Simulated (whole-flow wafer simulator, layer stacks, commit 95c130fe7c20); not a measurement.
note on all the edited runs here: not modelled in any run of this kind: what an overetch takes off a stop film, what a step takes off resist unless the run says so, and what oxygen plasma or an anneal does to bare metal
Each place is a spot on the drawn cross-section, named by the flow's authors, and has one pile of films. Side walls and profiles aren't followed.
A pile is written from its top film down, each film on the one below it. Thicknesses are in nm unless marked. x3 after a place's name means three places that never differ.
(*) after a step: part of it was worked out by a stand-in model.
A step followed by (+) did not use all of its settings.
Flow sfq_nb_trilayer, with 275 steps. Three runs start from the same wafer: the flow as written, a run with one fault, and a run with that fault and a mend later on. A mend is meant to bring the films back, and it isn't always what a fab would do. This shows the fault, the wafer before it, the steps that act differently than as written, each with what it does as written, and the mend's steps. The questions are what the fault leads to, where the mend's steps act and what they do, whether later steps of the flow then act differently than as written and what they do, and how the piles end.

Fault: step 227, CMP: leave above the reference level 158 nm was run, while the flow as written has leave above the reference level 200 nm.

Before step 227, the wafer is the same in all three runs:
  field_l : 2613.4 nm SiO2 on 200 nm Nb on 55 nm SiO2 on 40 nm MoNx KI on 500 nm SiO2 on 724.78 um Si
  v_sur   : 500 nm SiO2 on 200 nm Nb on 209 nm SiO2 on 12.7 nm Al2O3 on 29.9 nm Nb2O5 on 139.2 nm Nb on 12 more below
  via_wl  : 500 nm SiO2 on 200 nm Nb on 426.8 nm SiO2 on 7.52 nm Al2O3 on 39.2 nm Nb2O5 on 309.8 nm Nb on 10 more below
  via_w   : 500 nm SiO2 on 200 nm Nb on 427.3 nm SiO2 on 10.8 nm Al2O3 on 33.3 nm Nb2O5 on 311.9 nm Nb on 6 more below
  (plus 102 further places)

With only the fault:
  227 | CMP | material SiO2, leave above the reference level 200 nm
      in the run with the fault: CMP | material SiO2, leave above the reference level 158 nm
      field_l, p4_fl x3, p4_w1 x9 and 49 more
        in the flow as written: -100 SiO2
        in the run with the fault: -142 SiO2
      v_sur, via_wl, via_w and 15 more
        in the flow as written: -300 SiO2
        in the run with the fault: -342 SiO2
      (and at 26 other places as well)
  Steps further on in the flow that do not act as written (4 other steps are not shown; they differ only slightly, by no more than 2% or 0.5 nm, whichever is larger):
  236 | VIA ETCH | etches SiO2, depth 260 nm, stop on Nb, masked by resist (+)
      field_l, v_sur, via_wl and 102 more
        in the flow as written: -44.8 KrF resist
        in the run with the fault: -40.8 KrF resist
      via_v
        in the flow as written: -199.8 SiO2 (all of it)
        in the run with the fault: -157.8 SiO2 (all of it)
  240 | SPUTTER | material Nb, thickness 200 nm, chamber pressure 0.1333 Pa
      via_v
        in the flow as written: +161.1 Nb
        in the run with the fault: +171.3 Nb
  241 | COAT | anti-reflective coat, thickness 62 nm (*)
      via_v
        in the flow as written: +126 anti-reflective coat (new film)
        in the run with the fault: +115.1 anti-reflective coat (new film)
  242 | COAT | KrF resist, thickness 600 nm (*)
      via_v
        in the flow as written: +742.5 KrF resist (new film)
        in the run with the fault: +708 KrF resist (new film)
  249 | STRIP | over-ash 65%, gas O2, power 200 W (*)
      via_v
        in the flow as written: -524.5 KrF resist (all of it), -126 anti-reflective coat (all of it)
        in the run with the fault: -490.1 KrF resist (all of it), -115.1 anti-reflective coat (all of it)
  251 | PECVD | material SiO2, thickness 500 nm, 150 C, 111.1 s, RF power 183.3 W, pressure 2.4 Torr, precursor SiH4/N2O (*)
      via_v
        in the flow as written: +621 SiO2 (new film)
        in the run with the fault: +542.8 SiO2 (new film)
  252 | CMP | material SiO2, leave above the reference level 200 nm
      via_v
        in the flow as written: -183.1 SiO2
        in the run with the fault: -157.1 SiO2
  By the end, the piles at v_sur, via_wl, via_w and 80 more depart from the flow's by more than 2% or 0.5 nm, whichever is larger.
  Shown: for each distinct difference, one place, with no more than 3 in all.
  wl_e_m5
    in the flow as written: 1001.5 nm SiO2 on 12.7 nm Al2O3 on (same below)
    in the run with the fault: 959.5 nm SiO2 on 12.7 nm Al2O3 on (same below)
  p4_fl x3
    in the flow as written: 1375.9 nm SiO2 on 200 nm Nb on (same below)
    in the run with the fault: 1333.9 nm SiO2 on 200 nm Nb on (same below)
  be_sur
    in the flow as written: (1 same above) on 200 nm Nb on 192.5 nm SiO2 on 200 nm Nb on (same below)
    in the run with the fault: (1 same above) on 200 nm Nb on 150.5 nm SiO2 on 200 nm Nb on (same below)

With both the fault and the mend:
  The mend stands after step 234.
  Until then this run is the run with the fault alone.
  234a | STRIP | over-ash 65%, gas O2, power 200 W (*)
      field_l, v_sur, via_wl and 102 more
        -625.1 KrF resist (all of it), -62 anti-reflective coat (all of it)
      via_v
        -62 anti-reflective coat (all of it)
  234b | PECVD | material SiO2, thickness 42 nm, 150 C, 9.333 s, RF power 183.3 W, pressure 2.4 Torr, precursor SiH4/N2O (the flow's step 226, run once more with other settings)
      field_l, v_sur, via_wl and 103 more
        +42 SiO2
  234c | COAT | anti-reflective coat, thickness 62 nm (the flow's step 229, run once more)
      field_l, v_sur, via_wl and 103 more
        +62 anti-reflective coat (new film)
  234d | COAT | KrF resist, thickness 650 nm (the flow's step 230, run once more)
      field_l, v_sur, via_wl and 103 more
        +650 KrF resist (new film)
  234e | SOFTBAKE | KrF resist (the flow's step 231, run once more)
      alters no film at any place that is followed
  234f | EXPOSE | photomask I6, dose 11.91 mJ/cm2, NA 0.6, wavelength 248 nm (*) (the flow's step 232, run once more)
      alters no film at any place that is followed
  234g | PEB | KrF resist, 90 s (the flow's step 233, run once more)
      field_l, v_sur, via_wl and 103 more
        -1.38 KrF resist
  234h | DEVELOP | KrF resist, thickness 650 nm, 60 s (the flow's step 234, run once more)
      field_l, v_sur, via_wl and 102 more
        -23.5 KrF resist
      via_v
        -648.6 KrF resist (all of it)
  None of the later steps of the flow differs from how it acts as written, at any place that is followed, by more than 2% or 0.5 nm, whichever is larger.
  The piles end the same as the flow's at every place that both follow.
